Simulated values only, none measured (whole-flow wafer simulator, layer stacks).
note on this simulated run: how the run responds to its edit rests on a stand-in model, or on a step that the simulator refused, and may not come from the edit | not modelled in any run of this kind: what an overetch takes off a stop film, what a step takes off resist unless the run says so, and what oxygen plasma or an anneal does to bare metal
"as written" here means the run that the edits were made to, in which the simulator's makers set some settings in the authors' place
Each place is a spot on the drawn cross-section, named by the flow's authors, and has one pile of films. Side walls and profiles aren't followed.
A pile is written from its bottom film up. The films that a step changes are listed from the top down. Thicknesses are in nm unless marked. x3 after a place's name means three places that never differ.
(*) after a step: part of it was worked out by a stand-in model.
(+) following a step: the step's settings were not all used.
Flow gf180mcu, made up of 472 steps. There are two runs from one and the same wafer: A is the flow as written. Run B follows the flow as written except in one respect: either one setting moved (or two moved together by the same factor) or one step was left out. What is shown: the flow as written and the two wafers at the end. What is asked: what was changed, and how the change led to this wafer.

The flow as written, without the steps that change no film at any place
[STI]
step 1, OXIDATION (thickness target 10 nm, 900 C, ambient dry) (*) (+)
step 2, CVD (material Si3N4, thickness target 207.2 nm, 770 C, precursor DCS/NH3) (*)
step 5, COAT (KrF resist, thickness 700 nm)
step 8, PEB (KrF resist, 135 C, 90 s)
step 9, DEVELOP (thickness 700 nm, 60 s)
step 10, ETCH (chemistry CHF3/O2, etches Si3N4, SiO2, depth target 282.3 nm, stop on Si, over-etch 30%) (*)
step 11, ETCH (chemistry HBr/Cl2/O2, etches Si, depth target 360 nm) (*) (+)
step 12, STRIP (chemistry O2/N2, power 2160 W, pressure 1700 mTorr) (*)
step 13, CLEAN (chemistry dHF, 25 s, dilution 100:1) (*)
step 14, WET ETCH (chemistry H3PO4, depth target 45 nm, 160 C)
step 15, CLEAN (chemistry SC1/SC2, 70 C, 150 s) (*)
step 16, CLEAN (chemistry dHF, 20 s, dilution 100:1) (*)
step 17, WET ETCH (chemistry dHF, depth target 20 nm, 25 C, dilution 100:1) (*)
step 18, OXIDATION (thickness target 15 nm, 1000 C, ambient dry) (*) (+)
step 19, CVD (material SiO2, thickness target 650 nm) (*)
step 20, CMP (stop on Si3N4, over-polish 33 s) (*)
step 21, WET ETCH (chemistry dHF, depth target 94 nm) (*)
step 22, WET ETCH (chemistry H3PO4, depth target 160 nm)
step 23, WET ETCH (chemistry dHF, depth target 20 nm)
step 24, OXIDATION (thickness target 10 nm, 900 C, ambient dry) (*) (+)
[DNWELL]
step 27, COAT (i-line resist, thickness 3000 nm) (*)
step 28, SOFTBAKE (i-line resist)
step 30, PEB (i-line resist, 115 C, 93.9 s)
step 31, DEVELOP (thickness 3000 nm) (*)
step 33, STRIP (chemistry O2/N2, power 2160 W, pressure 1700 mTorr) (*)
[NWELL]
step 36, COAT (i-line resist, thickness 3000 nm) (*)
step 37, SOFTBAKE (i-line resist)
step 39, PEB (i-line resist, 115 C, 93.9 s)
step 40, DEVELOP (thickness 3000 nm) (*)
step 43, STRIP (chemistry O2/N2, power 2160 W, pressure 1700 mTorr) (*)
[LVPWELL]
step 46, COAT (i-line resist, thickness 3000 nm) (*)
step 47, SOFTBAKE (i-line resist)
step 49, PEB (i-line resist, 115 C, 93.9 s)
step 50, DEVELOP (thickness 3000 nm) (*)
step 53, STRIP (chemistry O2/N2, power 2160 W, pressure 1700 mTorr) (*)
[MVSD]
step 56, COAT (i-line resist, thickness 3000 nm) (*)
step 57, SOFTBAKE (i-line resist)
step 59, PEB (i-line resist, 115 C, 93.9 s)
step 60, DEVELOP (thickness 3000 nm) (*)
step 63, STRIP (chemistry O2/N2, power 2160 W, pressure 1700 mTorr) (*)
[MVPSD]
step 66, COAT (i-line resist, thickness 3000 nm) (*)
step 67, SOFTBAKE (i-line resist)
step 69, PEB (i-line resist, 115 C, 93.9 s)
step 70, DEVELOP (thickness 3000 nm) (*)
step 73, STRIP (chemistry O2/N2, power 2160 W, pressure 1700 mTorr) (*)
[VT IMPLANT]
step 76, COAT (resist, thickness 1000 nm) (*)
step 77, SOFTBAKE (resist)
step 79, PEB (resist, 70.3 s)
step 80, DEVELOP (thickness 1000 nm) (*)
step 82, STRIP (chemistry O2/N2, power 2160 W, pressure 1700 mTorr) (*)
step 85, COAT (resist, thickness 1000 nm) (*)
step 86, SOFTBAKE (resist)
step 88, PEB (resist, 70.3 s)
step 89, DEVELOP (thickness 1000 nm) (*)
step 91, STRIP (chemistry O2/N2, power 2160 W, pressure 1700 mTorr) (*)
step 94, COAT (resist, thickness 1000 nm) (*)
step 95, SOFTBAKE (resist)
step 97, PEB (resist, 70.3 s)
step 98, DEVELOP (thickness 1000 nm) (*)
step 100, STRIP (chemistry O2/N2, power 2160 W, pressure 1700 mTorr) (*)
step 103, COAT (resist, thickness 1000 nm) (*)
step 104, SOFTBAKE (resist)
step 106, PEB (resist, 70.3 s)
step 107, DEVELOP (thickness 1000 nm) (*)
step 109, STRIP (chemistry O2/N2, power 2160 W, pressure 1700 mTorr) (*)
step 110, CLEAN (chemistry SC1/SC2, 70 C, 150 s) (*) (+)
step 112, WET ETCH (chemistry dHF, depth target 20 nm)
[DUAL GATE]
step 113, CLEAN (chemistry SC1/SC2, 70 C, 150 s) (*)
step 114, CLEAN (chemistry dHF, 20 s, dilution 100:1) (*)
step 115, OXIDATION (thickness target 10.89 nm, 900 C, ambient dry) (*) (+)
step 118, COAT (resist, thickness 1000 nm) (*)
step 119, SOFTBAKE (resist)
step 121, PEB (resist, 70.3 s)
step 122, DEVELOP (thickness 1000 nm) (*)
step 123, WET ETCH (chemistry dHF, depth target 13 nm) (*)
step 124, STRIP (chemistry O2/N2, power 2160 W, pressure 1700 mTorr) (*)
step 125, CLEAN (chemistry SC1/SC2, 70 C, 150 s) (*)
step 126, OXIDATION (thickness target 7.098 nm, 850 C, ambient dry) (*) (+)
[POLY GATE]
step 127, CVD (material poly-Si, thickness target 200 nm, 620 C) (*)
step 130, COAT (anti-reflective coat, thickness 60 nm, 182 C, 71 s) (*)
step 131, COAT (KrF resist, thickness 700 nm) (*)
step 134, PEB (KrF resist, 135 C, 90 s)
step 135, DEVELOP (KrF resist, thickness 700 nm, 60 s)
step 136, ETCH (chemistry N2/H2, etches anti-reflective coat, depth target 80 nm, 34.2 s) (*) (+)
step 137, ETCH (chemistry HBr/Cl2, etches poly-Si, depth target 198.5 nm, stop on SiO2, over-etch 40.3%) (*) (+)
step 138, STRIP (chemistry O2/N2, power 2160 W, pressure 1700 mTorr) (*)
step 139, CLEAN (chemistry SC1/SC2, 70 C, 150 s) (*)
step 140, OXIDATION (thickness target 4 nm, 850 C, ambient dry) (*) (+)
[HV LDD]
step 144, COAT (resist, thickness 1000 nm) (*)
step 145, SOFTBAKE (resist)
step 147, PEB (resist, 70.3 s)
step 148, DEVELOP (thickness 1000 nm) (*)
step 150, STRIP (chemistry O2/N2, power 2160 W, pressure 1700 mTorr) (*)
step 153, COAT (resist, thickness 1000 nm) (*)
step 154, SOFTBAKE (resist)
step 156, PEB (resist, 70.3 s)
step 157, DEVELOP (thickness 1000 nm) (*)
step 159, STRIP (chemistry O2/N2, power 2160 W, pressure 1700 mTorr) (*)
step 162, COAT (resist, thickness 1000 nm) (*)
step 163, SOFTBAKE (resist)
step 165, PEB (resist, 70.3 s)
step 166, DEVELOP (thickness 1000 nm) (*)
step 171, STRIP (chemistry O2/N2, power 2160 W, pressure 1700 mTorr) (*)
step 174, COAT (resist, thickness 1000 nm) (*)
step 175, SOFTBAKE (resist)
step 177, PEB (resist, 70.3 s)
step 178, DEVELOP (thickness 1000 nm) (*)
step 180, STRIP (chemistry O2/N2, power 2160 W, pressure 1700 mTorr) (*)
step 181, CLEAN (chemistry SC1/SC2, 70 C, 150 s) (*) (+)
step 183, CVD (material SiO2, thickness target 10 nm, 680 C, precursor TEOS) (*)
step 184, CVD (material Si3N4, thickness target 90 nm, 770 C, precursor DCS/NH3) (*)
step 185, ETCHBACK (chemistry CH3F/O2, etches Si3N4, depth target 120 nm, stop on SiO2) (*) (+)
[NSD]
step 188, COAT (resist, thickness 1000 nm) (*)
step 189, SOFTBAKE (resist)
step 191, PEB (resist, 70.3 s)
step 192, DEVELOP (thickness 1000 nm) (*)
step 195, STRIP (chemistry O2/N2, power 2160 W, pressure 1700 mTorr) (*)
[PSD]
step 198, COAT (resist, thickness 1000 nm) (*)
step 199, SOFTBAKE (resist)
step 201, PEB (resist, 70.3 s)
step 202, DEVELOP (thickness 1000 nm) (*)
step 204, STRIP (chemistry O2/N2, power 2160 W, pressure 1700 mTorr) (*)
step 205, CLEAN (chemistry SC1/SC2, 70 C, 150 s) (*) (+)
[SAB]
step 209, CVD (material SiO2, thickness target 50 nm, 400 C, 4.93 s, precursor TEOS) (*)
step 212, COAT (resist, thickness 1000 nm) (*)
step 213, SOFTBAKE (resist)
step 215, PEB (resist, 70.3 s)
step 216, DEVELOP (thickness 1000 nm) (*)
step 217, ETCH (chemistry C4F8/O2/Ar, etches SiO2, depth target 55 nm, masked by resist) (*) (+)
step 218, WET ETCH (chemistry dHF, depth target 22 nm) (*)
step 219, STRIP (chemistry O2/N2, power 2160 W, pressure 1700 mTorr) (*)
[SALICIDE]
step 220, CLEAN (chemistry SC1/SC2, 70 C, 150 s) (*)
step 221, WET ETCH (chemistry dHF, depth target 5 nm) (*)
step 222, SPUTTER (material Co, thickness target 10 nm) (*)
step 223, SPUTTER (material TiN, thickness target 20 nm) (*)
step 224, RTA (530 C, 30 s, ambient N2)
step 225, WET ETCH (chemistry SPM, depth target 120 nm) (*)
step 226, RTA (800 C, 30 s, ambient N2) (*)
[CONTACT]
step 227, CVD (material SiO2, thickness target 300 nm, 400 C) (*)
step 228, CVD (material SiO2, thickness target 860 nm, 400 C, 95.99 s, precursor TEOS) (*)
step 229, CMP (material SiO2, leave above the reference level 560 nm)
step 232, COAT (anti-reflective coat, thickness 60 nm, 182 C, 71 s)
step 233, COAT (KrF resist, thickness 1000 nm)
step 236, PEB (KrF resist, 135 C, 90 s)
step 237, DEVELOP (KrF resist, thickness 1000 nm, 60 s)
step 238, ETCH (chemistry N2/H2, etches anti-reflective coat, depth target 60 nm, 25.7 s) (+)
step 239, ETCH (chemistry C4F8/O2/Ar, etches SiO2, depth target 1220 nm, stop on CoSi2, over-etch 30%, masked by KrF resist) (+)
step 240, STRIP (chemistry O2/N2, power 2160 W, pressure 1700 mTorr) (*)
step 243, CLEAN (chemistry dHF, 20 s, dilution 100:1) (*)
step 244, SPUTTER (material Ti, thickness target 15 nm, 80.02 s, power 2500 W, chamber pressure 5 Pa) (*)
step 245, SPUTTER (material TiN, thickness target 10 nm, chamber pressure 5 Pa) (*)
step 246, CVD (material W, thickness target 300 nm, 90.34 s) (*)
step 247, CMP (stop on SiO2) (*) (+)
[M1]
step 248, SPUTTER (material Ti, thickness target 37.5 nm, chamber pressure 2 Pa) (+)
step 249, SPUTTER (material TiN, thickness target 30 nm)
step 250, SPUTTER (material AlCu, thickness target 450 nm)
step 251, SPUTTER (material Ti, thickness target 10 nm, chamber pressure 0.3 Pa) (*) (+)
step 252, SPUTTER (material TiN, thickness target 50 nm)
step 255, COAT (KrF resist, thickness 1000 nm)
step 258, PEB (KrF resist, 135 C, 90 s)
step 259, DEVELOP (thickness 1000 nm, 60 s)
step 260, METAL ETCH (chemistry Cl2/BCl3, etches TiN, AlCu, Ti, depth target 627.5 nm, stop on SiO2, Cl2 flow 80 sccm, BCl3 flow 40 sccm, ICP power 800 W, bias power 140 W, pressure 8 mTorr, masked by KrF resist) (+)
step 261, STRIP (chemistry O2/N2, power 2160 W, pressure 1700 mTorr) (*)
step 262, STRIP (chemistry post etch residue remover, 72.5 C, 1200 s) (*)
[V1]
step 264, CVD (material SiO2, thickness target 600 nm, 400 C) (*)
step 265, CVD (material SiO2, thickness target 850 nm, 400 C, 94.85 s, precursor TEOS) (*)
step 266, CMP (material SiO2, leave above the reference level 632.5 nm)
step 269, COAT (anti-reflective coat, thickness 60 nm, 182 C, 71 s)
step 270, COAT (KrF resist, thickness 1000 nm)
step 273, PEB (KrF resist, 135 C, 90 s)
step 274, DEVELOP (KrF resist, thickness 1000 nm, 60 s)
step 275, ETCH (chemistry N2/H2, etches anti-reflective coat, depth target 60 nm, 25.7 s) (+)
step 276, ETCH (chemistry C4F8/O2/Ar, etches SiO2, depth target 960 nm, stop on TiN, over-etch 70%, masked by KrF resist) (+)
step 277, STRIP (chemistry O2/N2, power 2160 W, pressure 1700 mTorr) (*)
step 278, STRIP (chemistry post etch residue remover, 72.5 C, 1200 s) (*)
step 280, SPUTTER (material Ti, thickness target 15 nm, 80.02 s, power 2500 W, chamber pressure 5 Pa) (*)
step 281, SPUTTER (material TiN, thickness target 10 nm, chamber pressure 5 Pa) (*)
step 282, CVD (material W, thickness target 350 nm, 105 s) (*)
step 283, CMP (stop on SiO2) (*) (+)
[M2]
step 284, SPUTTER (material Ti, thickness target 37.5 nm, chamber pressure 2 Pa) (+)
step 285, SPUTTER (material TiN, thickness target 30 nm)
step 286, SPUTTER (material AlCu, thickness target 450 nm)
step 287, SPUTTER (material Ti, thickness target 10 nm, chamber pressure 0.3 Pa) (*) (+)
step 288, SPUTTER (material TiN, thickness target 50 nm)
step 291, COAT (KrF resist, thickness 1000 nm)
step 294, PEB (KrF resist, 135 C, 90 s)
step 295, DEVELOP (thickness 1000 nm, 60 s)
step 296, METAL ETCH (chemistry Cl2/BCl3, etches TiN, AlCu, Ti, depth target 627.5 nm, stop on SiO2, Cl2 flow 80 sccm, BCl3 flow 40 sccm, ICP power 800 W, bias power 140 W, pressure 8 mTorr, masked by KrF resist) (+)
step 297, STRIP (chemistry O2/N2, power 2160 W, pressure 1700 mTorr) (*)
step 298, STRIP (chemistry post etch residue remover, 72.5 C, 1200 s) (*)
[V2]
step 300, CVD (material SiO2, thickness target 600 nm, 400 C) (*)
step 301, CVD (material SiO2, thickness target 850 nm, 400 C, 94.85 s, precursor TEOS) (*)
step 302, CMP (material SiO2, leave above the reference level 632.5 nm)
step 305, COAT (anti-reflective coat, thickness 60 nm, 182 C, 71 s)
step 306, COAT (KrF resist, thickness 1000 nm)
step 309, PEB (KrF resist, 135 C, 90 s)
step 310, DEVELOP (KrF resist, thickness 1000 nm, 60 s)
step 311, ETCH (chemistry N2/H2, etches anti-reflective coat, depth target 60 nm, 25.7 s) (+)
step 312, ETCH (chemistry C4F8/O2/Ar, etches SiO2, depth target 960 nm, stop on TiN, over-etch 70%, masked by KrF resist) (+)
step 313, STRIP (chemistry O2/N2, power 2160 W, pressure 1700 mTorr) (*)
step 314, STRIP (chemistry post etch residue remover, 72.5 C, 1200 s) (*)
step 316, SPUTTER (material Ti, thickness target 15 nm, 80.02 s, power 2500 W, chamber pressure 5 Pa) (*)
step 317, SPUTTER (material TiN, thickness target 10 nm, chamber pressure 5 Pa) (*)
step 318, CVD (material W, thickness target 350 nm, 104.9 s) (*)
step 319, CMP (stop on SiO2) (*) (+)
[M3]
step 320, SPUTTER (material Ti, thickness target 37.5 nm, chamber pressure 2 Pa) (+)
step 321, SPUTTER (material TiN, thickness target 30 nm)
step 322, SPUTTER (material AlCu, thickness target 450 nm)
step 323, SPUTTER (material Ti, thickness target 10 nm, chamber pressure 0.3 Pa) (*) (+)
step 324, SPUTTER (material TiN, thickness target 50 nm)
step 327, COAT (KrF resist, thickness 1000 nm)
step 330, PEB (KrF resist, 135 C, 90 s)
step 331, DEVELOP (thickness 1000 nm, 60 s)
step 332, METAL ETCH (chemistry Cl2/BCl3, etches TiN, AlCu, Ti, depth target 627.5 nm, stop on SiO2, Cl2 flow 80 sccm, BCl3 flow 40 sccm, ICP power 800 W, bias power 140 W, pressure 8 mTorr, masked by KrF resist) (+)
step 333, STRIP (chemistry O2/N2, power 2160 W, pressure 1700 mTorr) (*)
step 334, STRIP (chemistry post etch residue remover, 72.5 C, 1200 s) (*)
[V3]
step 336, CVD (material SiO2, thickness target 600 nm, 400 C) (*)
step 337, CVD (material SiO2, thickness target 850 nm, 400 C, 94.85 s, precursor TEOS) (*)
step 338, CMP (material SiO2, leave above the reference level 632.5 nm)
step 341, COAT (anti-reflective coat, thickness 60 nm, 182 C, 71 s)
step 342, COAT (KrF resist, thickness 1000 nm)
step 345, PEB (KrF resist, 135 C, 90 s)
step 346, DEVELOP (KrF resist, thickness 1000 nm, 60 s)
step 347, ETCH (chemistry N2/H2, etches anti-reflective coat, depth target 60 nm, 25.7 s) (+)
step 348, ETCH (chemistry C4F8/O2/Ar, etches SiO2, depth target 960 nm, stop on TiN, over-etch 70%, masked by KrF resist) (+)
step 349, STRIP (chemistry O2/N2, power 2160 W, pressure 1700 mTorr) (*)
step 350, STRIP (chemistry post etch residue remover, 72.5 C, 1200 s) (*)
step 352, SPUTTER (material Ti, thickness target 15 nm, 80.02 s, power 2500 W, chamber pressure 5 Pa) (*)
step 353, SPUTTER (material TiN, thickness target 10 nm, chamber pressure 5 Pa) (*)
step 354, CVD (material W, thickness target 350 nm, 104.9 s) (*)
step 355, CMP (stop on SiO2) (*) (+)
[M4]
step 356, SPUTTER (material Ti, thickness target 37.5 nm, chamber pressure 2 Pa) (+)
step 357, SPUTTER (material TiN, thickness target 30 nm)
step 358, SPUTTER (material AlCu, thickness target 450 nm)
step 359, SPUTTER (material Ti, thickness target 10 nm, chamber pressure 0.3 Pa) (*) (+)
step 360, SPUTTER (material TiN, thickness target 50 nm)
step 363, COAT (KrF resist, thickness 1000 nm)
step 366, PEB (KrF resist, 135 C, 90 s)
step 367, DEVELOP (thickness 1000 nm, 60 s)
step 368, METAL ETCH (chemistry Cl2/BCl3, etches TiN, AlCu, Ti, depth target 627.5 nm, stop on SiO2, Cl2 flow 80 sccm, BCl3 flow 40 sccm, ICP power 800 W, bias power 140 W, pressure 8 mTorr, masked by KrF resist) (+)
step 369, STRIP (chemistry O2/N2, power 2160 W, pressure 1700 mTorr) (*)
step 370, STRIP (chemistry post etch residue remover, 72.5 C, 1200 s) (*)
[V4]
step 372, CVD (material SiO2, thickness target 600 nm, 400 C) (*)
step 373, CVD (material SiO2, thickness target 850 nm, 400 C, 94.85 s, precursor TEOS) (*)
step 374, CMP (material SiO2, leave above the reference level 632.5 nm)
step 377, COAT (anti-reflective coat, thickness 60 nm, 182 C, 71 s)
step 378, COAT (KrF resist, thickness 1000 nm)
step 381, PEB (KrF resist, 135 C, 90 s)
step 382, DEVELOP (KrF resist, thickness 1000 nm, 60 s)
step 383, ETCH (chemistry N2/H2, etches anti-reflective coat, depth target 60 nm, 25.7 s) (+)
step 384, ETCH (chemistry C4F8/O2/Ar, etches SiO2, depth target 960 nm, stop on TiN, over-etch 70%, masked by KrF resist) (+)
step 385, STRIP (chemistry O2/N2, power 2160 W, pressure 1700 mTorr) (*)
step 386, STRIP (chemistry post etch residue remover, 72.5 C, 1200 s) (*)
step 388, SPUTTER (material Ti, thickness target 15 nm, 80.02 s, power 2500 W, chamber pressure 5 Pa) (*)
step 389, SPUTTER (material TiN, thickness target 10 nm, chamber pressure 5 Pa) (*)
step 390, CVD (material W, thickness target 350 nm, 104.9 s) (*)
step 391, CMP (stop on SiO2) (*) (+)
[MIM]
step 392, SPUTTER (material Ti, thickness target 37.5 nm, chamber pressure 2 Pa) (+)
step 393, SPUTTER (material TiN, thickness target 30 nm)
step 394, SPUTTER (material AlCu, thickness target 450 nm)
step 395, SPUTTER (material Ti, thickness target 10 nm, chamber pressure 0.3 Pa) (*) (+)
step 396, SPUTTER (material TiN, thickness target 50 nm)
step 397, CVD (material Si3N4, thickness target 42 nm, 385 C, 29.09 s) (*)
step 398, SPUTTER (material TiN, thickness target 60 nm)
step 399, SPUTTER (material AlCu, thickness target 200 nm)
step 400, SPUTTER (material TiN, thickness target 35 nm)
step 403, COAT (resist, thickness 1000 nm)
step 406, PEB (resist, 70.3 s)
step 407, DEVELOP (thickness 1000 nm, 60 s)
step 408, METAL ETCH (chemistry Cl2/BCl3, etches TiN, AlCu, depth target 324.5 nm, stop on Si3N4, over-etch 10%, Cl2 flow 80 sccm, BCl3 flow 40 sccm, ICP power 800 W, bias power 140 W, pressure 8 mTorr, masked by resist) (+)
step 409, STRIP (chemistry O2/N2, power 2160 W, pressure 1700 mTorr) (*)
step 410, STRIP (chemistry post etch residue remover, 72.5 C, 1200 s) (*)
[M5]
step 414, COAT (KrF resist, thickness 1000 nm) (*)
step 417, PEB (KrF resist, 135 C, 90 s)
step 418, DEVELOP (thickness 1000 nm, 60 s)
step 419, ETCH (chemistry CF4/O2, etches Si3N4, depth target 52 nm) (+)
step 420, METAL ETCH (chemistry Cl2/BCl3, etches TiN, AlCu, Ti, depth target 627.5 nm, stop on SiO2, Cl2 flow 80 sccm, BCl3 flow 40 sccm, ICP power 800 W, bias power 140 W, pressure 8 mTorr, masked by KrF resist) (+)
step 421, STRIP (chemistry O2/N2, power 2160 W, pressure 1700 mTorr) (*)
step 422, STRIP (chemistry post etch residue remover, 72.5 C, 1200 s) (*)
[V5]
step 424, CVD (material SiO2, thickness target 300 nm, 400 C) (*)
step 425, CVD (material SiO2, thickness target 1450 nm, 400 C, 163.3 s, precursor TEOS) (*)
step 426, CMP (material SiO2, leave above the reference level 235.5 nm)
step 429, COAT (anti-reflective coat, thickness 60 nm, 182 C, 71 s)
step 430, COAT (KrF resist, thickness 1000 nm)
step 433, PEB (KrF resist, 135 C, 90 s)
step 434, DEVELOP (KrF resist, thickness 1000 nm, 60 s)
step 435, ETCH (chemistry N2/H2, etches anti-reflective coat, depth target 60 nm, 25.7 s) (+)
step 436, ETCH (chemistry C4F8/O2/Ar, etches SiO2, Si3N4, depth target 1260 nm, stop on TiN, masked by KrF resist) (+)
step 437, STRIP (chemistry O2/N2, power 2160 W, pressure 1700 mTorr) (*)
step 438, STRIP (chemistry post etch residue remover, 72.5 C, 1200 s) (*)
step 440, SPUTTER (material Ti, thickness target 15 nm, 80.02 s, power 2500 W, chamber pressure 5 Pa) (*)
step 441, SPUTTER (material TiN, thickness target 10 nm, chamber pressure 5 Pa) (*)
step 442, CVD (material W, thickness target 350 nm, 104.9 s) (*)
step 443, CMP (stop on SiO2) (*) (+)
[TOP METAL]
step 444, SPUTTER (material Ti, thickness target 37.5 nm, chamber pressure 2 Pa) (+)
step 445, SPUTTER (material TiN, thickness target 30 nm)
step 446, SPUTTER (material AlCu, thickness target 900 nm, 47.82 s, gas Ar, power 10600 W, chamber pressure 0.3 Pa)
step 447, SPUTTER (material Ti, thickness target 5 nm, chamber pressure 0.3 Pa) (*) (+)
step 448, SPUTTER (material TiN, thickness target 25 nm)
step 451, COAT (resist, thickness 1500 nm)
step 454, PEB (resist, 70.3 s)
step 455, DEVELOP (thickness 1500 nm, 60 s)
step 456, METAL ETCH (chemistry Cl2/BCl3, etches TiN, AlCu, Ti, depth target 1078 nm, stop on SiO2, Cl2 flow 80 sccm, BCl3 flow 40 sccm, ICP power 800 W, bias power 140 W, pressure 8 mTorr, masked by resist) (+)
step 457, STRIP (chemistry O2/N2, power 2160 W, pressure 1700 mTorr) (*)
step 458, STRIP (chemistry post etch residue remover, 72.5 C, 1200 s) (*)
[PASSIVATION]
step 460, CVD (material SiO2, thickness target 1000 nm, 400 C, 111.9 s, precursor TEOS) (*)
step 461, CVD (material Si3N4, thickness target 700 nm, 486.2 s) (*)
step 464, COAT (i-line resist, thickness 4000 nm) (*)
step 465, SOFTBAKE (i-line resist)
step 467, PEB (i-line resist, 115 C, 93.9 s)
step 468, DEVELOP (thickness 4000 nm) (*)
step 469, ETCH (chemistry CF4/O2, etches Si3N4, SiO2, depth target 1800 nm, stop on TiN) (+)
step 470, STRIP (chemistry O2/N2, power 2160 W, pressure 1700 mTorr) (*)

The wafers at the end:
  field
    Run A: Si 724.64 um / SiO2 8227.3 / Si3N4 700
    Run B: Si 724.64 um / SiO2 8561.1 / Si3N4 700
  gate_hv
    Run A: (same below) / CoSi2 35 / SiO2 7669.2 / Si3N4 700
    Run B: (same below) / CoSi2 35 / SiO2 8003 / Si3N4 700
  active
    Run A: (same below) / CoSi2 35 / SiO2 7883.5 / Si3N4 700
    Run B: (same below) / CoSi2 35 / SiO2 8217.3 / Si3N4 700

What caused this: step 266, CMP: leave above the reference level 967.7 nm was run, whereas the flow has leave above the reference level 632.5 nm.

Step by step, how the change led to this:
  step 266, CMP (material SiO2, leave above the reference level 632.5 nm)
      field, field__w1, field__w2 and 99 more: A -300 SiO2 | B nothing
      field__w8, contact, m1 and 6 more: A -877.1 SiO2 | B -541.9 SiO2
  step 269, COAT (anti-reflective coat, thickness 60 nm, 182 C, 71 s)
      field__w8, polyc_n_rim: A +60 anti-reflective coat (new film) | B +40 anti-reflective coat (new film)
      field: A +60 anti-reflective coat (new film) | B +74 anti-reflective coat (new film)
      (also at 12 further places)
  step 275, ETCH (chemistry N2/H2, etches anti-reflective coat, depth target 60 nm, 25.7 s) (+)
      contact: A -60 anti-reflective coat (all of it), -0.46 SiO2 | B -40.9 anti-reflective coat (all of it), -0.95 SiO2
  step 276, ETCH (chemistry C4F8/O2/Ar, etches SiO2, depth target 960 nm, stop on TiN, over-etch 70%, masked by KrF resist) (+)
      contact: A -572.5 SiO2 (all of it) | B -907.2 SiO2 (all of it)
  step 277, STRIP (chemistry O2/N2, power 2160 W, pressure 1700 mTorr) (*)
      field: A -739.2 KrF resist (all of it), -60 anti-reflective coat (all of it) | B -732.2 KrF resist (all of it), -74 anti-reflective coat (all of it)
      field__w8: A -739.2 KrF resist (all of it), -60 anti-reflective coat (all of it) | B -735.9 KrF resist (all of it), -40 anti-reflective coat (all of it)
      (also at 12 further places)
  step 280, SPUTTER (material Ti, thickness target 15 nm, 80.02 s, power 2500 W, chamber pressure 5 Pa) (*)
      contact: A +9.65 Ti (new film) | B +8.11 Ti (new film)
  step 281, SPUTTER (material TiN, thickness target 10 nm, chamber pressure 5 Pa) (*)
      contact: A +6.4 TiN (new film) | B +5.38 TiN (new film)
  step 282, CVD (material W, thickness target 350 nm, 105 s) (*)
      contact: A +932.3 W (new film) | B +1234.8 W (new film)
  step 283, CMP (stop on SiO2) (*) (+)
      field__w8, m1, m1__w1, polyc_n, polyc_n_rim, polyc_p, polyc_p_rim, m1_nw: A -350 W (all of it), -10 TiN (all of it), -15 Ti (all of it), -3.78 SiO2 | B -350 W (all of it), -10 TiN (all of it), -15 Ti (all of it), -5.19 SiO2
  step 291, COAT (KrF resist, thickness 1000 nm)
      field__w8: A +1000 KrF resist (new film) | B +972 KrF resist (new film)
      m1: A +1000 KrF resist (new film) | B +971.6 KrF resist (new film)
      (also at 6 further places)
  step 295, DEVELOP (thickness 1000 nm, 60 s)
      polyc_n: A -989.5 KrF resist (all of it) | B -963.2 KrF resist (all of it)
      polyc_n_rim: A -989.5 KrF resist (all of it) | B -962.6 KrF resist (all of it)
      (also at 2 further places)
  step 297, STRIP (chemistry O2/N2, power 2160 W, pressure 1700 mTorr) (*)
      field__w8: A -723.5 KrF resist (all of it) | B -695.8 KrF resist (all of it)
      m1: A -723.5 KrF resist (all of it) | B -695.4 KrF resist (all of it)
      (also at 2 further places)
  step 302, CMP (material SiO2, leave above the reference level 632.5 nm)
      field, field__w1, field__w2 and 99 more: A -300 SiO2 | B -266.2 SiO2
      contact: A -877.1 SiO2 | B -843.3 SiO2
  step 312, ETCH (chemistry C4F8/O2/Ar, etches SiO2, depth target 960 nm, stop on TiN, over-etch 70%, masked by KrF resist) (+)
      contact: A -572.5 SiO2 (all of it) | B -606.3 SiO2 (all of it)
  step 318, CVD (material W, thickness target 350 nm, 104.9 s) (*)
      contact: A +932.3 W (new film) | B +966.4 W (new film)
